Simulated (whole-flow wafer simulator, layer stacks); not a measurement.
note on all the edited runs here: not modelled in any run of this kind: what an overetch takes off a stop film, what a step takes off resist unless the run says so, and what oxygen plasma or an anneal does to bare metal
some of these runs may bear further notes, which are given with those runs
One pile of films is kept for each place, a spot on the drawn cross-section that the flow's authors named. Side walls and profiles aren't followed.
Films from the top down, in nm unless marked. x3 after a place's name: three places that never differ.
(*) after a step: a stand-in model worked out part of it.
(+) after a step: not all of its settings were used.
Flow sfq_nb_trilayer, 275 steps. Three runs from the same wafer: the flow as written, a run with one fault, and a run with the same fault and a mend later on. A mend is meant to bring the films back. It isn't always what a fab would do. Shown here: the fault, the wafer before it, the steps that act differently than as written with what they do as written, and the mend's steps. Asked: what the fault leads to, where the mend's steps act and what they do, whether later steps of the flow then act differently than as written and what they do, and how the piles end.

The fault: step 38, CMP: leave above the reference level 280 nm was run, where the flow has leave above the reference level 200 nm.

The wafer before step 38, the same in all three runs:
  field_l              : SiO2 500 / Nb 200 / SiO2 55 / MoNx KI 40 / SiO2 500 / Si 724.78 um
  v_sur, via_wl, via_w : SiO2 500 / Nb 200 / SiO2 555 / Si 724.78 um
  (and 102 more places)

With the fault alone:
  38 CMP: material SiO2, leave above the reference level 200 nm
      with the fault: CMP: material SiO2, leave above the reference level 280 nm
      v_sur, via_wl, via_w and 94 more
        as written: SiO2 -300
        with the fault: SiO2 -220
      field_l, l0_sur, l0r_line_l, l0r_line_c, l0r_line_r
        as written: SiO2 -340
        with the fault: SiO2 -260
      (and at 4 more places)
  Later steps of the flow that act differently than as written (4 more steps differ only slightly, by at most 2% or 0.5 nm, whichever is larger, and aren't shown):
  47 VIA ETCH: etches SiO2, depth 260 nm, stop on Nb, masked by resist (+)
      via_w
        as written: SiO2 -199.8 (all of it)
        with the fault: SiO2 -260
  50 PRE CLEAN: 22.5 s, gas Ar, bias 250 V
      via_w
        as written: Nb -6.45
        with the fault: SiO2 -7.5
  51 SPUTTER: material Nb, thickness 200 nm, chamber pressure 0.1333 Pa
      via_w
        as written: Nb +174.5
        with the fault: Nb +163.1 (new film)
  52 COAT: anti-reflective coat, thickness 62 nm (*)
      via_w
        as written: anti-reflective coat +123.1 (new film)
        with the fault: anti-reflective coat +136.1 (new film)
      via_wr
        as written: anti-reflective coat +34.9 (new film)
        with the fault: anti-reflective coat +33.2 (new film)
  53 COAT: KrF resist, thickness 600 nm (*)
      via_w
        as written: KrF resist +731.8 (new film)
        with the fault: KrF resist +781.6 (new film)
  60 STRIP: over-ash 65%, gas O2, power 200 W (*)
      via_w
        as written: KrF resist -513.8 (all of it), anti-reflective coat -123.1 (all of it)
        with the fault: KrF resist -563.6 (all of it), anti-reflective coat -136.1 (all of it)
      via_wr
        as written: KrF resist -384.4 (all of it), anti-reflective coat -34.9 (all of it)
        with the fault: KrF resist -378.6 (all of it), anti-reflective coat -33.2 (all of it)
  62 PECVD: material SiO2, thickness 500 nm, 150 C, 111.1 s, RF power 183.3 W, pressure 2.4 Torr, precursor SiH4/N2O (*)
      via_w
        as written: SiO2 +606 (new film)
        with the fault: SiO2 +678.7 (new film)
  At the end the piles differ from the flow's by more than 2% or 0.5 nm, whichever is larger, at field_l, v_sur, via_wl and 103 more.
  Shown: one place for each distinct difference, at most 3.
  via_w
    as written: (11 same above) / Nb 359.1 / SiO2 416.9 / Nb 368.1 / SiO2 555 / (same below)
    with the fault: (11 same above) / Nb 359.1 / SiO2 489.6 / Nb 163.1 / SiO2 12.3 / Nb 200 / SiO2 555 / (same below)
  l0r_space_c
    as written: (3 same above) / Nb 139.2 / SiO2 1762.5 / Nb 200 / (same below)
    with the fault: (3 same above) / Nb 139.2 / SiO2 1842.5 / Nb 200 / (same below)
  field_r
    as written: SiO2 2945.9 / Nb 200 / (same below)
    with the fault: SiO2 3025.9 / Nb 200 / (same below)

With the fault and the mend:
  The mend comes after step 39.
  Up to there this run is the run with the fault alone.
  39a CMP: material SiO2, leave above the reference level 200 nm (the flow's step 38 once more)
      field_l, v_sur, via_wl and 103 more
        SiO2 -80
  No later step of the flow acts differently than as written at any place that is followed.
  At the end the piles are the same as the flow's at every place that both follow.
